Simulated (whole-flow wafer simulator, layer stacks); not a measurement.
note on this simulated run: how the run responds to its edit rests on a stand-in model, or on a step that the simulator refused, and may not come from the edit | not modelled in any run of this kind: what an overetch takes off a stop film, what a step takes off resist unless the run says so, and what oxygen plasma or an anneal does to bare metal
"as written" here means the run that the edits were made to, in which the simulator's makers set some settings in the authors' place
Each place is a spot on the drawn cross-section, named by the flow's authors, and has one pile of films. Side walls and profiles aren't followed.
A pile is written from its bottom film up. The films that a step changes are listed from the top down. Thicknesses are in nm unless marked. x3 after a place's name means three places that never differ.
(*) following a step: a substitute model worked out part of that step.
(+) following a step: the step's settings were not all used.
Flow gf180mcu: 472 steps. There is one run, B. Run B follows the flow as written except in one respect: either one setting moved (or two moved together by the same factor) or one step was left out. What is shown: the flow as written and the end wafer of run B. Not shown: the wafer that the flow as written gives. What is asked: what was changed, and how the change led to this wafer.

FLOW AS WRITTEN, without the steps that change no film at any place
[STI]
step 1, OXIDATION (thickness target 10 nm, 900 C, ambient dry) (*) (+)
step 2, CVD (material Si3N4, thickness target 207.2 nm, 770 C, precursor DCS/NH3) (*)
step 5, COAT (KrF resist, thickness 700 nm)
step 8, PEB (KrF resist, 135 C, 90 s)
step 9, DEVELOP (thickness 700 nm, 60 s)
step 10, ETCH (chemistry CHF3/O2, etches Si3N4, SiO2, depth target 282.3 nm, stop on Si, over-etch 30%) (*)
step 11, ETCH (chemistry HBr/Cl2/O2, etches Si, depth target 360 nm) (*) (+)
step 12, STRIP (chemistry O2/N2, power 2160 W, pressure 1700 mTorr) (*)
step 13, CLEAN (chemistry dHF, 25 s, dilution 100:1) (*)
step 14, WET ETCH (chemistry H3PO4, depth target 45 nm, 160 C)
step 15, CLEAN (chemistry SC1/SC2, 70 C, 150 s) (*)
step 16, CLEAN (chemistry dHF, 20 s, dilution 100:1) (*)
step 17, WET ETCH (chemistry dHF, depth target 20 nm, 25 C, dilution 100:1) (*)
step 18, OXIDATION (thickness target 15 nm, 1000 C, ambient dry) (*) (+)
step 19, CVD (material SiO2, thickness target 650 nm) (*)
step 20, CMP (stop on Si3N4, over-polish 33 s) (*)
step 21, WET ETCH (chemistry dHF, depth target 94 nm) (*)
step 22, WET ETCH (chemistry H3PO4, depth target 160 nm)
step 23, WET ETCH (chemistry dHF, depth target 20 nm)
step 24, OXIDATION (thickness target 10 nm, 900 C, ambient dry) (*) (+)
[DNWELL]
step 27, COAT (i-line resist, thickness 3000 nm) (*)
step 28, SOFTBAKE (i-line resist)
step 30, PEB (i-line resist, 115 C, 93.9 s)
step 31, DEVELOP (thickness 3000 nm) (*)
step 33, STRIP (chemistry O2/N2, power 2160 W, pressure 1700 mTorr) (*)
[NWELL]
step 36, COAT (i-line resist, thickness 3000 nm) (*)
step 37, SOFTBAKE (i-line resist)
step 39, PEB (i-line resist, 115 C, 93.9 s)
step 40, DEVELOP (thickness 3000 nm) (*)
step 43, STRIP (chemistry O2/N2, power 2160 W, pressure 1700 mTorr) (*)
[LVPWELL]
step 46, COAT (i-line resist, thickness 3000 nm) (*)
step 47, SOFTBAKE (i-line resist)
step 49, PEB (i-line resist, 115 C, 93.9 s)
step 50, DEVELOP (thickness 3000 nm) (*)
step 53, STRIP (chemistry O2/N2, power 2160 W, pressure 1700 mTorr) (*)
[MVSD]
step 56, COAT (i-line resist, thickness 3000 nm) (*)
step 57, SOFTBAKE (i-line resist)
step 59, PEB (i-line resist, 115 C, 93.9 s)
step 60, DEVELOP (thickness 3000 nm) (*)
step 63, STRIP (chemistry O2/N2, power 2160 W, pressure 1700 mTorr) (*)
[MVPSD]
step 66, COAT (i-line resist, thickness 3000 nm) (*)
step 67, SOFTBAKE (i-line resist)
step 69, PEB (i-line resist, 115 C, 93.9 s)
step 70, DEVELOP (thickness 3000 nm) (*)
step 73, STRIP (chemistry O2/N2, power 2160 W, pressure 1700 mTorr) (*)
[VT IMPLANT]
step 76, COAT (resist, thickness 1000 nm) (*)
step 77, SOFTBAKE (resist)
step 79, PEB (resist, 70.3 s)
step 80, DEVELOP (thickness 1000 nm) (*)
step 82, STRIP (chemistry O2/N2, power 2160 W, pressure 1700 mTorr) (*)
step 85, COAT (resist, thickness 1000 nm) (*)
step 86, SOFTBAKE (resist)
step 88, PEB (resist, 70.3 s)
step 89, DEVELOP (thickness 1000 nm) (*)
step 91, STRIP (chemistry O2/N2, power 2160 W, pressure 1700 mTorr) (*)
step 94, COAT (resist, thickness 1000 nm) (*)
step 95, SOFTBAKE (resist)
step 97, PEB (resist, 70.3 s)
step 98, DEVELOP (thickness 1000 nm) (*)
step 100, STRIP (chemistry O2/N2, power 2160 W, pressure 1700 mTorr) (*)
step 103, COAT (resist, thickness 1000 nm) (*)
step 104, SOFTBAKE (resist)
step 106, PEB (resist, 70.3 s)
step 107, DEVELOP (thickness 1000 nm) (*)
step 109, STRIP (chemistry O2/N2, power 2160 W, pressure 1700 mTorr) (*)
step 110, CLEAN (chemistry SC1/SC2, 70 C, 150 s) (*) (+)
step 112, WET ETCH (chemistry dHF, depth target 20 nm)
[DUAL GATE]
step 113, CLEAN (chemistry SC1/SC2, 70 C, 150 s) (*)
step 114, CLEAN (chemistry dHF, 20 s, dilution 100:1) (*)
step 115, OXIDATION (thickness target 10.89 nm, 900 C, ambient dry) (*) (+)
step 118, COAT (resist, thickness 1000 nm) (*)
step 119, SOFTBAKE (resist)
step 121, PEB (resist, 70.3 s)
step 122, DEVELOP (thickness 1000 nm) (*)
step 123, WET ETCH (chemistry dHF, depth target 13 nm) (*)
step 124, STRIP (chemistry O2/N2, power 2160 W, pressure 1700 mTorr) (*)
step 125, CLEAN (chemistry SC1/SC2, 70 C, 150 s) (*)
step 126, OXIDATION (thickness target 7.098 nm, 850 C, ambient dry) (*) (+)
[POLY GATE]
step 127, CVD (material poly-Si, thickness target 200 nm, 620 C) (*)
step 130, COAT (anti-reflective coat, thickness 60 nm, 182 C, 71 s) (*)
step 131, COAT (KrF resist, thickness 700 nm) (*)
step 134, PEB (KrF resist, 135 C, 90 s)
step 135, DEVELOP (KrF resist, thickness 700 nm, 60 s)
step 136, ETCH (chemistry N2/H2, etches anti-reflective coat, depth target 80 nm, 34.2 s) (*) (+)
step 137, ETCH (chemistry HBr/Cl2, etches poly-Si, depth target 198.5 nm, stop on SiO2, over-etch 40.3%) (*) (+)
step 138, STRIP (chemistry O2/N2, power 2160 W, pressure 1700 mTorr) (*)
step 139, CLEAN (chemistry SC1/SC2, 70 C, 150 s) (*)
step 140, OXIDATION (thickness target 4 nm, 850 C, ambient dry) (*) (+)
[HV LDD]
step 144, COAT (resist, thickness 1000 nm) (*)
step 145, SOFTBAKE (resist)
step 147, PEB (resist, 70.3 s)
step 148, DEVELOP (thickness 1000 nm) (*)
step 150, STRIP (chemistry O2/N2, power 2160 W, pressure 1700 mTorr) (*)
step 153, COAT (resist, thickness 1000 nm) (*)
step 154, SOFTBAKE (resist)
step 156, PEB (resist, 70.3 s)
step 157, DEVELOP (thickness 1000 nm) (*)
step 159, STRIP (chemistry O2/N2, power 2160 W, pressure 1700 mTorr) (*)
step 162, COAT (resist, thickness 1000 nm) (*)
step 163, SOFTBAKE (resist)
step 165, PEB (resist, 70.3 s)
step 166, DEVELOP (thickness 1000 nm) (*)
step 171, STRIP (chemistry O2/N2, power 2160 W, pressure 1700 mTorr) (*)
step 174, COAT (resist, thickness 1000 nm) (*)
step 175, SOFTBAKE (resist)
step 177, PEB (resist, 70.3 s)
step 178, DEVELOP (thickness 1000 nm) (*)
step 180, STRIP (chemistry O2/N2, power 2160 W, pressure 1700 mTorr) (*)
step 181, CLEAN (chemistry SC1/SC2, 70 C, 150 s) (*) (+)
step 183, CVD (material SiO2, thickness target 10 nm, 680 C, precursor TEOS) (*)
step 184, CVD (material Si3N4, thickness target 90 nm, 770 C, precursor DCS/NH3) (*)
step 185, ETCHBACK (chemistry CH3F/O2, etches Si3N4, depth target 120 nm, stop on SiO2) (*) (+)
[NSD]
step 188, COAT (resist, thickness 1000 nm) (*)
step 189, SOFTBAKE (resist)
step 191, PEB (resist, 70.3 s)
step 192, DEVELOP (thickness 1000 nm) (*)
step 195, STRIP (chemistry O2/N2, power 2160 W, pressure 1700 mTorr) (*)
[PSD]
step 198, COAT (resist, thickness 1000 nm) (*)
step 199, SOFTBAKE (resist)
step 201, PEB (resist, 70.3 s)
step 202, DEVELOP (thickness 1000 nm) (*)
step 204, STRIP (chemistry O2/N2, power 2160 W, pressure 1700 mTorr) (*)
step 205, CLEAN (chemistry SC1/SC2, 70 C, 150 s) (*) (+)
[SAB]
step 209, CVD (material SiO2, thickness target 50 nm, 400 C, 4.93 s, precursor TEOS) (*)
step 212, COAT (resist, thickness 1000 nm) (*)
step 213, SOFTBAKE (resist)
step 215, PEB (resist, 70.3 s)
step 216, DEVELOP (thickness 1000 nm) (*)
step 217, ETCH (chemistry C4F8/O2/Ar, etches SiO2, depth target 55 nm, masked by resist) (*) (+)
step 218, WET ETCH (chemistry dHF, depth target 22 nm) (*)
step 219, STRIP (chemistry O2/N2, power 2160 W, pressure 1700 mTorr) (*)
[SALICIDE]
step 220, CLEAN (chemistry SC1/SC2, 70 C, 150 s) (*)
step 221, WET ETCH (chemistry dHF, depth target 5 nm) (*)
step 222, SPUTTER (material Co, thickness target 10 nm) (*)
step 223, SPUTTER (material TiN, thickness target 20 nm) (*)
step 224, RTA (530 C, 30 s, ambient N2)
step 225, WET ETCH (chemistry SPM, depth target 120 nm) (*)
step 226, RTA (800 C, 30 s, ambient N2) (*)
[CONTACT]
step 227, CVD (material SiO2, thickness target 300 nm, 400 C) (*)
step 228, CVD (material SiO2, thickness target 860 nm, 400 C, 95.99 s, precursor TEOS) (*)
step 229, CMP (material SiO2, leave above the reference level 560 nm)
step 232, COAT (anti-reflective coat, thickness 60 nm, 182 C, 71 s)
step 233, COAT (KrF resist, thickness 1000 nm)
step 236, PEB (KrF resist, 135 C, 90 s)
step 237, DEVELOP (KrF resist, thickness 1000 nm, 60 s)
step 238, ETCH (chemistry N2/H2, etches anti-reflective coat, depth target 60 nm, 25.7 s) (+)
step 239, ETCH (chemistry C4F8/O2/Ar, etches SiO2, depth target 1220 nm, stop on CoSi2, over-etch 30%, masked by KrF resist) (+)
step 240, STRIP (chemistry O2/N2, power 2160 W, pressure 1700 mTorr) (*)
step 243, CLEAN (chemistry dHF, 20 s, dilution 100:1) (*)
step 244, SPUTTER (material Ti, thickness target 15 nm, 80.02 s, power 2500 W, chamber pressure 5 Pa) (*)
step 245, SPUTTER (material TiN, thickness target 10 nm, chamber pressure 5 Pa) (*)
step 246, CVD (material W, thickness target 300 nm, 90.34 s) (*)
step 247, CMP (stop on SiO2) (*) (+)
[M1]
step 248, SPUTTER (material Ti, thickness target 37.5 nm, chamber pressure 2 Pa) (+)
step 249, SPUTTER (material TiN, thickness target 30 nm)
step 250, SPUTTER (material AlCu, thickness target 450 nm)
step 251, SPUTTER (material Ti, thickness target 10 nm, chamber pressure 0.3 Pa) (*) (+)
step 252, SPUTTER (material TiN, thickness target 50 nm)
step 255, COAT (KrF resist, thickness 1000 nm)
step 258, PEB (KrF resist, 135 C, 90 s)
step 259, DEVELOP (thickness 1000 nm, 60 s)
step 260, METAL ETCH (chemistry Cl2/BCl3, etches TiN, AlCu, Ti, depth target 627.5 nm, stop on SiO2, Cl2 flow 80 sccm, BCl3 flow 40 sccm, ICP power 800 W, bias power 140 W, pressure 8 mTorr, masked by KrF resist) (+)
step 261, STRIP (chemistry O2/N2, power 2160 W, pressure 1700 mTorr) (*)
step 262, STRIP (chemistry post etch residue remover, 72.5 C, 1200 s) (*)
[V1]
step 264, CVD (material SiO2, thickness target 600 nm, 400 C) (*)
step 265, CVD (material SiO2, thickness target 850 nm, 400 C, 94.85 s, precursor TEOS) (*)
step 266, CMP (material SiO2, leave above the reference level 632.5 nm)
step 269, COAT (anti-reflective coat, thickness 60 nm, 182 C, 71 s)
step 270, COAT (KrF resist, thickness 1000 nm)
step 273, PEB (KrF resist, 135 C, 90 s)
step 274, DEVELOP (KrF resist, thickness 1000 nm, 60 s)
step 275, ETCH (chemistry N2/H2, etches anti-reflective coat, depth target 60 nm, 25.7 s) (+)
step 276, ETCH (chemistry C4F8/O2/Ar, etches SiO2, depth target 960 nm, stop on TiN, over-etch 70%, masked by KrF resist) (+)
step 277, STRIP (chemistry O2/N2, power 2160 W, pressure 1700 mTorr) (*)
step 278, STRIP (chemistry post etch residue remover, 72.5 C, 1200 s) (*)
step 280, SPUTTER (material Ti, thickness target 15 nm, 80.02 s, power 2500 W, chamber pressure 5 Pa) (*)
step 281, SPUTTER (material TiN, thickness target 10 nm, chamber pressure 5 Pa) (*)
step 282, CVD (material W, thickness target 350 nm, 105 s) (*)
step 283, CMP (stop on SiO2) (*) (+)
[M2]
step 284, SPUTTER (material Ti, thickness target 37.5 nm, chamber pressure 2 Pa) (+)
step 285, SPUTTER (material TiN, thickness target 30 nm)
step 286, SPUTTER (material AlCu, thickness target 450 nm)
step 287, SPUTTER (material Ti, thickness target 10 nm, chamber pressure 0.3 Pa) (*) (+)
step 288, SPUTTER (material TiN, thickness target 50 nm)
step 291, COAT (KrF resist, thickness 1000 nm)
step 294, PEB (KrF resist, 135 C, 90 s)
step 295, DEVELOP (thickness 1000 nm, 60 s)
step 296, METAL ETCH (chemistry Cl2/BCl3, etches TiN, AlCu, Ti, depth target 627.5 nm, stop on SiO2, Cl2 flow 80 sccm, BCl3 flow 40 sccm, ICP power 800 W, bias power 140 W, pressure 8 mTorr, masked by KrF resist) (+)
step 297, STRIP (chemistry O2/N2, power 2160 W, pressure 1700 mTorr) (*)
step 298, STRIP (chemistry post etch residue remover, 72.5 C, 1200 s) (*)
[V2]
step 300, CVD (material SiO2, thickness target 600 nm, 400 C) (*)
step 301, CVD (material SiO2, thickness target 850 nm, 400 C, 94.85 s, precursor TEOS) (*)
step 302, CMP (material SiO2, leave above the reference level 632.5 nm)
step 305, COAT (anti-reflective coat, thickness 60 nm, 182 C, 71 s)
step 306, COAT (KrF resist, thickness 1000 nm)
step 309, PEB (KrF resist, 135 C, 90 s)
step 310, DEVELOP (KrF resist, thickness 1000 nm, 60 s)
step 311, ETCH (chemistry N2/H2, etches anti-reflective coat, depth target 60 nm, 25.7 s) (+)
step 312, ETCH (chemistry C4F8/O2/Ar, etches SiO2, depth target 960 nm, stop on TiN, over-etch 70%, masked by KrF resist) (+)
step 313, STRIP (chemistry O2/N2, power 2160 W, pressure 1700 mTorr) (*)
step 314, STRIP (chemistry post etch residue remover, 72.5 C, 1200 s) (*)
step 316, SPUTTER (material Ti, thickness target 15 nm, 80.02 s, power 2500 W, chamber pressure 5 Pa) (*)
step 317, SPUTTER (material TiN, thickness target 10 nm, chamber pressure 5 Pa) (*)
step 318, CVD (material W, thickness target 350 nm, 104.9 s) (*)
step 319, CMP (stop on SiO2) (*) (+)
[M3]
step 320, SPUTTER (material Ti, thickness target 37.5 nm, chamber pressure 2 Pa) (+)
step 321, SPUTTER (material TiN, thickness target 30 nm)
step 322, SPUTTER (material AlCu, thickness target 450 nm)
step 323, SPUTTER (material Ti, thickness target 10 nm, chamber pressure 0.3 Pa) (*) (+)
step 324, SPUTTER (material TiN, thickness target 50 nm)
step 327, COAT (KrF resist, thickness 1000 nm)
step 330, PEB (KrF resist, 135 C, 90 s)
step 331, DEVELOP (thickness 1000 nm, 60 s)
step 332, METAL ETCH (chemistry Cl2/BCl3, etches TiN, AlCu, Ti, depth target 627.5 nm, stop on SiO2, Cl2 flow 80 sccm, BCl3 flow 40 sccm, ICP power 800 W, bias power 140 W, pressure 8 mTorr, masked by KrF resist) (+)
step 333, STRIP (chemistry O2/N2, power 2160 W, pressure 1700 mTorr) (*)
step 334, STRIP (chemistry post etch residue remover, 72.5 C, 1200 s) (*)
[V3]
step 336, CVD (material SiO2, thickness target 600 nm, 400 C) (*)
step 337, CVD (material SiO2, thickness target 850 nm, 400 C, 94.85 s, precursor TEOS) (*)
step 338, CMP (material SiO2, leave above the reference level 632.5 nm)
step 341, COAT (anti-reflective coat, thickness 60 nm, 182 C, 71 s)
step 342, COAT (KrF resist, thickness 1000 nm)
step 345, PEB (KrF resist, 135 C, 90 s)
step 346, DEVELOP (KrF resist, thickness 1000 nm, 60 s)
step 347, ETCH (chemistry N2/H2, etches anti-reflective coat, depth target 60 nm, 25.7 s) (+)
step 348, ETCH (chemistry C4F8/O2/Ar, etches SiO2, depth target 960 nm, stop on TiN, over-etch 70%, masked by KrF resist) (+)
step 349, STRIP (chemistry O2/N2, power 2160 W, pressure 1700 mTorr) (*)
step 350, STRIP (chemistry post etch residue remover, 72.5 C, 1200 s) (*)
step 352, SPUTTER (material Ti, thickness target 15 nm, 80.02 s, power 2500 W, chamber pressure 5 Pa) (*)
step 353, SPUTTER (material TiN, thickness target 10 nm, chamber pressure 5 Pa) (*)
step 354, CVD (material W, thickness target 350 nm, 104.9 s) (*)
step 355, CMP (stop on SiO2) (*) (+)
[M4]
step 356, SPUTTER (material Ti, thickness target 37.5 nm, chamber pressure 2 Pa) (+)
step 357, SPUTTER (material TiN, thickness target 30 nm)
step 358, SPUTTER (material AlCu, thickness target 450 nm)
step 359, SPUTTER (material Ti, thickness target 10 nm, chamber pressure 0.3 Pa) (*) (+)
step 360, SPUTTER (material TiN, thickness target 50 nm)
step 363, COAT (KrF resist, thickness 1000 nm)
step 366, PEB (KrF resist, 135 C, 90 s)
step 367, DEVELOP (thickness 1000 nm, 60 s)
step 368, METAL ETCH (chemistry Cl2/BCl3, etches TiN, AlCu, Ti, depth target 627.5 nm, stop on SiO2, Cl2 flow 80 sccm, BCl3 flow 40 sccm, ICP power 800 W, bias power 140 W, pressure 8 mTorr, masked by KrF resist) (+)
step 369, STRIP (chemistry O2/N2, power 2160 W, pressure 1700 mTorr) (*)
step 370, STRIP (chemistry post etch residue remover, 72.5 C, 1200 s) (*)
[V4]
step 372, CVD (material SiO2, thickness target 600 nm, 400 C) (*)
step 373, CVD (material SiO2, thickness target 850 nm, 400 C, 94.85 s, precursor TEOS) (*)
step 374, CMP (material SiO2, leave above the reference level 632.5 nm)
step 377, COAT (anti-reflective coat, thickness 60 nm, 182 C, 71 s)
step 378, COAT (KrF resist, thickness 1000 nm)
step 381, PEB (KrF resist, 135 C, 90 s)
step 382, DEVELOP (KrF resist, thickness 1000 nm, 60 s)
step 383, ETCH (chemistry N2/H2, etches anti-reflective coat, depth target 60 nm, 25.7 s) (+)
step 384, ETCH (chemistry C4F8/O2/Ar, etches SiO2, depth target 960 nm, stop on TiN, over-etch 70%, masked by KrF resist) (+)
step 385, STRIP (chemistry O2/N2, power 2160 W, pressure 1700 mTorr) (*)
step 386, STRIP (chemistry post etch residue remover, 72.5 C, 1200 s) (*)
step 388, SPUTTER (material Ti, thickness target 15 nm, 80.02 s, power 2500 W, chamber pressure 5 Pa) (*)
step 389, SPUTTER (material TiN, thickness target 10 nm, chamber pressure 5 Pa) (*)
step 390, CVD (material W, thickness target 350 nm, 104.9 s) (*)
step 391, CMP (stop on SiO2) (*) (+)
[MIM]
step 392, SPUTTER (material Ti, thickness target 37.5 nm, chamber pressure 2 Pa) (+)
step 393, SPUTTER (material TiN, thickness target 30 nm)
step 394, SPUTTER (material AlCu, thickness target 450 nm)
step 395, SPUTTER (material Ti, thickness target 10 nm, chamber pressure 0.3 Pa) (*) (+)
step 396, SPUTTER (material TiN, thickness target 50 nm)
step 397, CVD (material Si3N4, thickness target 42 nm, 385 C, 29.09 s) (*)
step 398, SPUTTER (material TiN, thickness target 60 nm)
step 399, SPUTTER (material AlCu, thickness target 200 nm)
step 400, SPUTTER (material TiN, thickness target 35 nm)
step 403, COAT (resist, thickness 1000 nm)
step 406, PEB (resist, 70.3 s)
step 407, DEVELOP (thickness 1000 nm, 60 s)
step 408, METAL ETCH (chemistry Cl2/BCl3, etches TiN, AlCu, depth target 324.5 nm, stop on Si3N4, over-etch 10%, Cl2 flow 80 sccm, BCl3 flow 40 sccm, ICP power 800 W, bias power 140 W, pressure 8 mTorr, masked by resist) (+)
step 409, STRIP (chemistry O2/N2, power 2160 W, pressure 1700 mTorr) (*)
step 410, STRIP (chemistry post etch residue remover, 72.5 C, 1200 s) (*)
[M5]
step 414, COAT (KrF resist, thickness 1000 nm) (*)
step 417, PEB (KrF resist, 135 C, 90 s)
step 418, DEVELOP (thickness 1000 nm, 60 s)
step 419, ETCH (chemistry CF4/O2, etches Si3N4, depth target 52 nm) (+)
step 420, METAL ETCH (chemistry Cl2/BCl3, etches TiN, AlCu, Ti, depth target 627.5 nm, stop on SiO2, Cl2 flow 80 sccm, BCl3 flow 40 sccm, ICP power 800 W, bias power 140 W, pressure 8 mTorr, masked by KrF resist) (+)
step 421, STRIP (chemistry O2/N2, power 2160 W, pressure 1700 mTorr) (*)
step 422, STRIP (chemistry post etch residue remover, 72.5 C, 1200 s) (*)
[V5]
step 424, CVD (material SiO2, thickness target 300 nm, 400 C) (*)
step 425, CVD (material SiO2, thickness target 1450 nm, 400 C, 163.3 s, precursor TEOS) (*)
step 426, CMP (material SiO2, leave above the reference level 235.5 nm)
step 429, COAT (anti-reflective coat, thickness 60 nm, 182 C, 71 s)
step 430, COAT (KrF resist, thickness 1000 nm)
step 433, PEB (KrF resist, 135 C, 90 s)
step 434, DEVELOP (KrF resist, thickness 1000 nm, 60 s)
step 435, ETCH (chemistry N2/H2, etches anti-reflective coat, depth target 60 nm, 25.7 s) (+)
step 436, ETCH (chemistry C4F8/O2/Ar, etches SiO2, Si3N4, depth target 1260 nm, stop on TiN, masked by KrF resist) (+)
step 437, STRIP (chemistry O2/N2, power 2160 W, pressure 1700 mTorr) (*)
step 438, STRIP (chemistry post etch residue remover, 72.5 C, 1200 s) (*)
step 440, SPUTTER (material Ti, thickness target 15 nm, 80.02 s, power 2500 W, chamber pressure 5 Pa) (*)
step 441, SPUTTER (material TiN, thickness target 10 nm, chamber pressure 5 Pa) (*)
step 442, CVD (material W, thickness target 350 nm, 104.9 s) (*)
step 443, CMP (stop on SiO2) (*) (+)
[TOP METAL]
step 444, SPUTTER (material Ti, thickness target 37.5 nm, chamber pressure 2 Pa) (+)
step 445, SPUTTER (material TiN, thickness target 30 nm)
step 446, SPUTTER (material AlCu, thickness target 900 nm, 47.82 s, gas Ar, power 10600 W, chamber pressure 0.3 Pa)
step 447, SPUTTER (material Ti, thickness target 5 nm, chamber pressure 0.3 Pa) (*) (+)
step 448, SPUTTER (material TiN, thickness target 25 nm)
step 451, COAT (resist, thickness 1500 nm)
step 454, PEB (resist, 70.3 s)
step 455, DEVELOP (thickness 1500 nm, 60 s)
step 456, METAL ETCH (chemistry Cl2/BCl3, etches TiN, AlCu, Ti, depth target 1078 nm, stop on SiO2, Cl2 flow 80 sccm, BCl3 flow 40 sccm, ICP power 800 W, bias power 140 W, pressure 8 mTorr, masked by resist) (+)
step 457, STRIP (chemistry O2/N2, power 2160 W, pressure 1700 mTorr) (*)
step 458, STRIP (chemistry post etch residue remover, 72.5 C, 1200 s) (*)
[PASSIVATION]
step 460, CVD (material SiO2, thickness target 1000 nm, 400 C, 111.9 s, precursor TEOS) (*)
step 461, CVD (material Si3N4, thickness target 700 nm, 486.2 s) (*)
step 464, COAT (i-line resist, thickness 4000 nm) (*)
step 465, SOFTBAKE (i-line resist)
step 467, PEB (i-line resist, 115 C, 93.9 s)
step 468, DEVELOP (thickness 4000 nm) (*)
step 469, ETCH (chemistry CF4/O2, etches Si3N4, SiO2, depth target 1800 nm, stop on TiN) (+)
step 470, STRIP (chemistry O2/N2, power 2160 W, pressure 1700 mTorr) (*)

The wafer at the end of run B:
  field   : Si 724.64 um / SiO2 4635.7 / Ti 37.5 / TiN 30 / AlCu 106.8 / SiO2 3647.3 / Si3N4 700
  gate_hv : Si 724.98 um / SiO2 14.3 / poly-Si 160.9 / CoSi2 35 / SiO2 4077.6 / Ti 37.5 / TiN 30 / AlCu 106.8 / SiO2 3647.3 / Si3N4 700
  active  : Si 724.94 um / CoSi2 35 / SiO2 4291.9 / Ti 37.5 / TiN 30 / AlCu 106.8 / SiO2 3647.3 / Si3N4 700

What caused this: step 358, SPUTTER: thickness target 680 nm was run, while the flow as written has thickness target 450 nm.

How this came from the change, step by step:
  step 358, SPUTTER (material AlCu, thickness target 450 nm)
      field, field__w1, field__w2 and 108 more: AlCu gains 680 (new film) (it would be, as written: AlCu gains 450 (new film))
  step 368, METAL ETCH (chemistry Cl2/BCl3, etches TiN, AlCu, Ti, depth target 627.5 nm, stop on SiO2, Cl2 flow 80 sccm, BCl3 flow 40 sccm, ICP power 800 W, bias power 140 W, pressure 8 mTorr, masked by KrF resist) (+)
      field, field__w1, field__w2 and 103 more: TiN loses 50 (all of it), Ti loses 10 (all of it), AlCu loses 567.5 (it would be, as written: TiN loses 50 (all of it), Ti loses 10 (all of it), AlCu loses 450 (all of it), TiN loses 30 (all of it), Ti loses 37.5 (all of it))
  step 370, STRIP (chemistry post etch residue remover, 72.5 C, 1200 s) (*)
      field, field__w1, field__w2 and 103 more: AlCu loses 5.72 (it would be, as written: nothing)
  step 372, CVD (material SiO2, thickness target 600 nm, 400 C) (*)
      field, field__w1, field__w2 and 103 more: SiO2 gains 600 (new film) (it would be, as written: SiO2 gains 600)
  step 374, CMP (material SiO2, leave above the reference level 632.5 nm)
      field, field__w1, field__w2 and 103 more: SiO2 loses 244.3 (it would be, as written: SiO2 loses 300)
With metal films that touch counted as one body, field has 1 body; the flow as written gives 0 bodies.
With metal films that touch counted as one body, gate_hv has 2 bodies (between them, from the top down: SiO2 4077.6); the flow as written gives 1 body.
With metal films that touch counted as one body, active has 2 bodies (between them, from the top down: SiO2 4291.9); the flow as written gives 1 body.
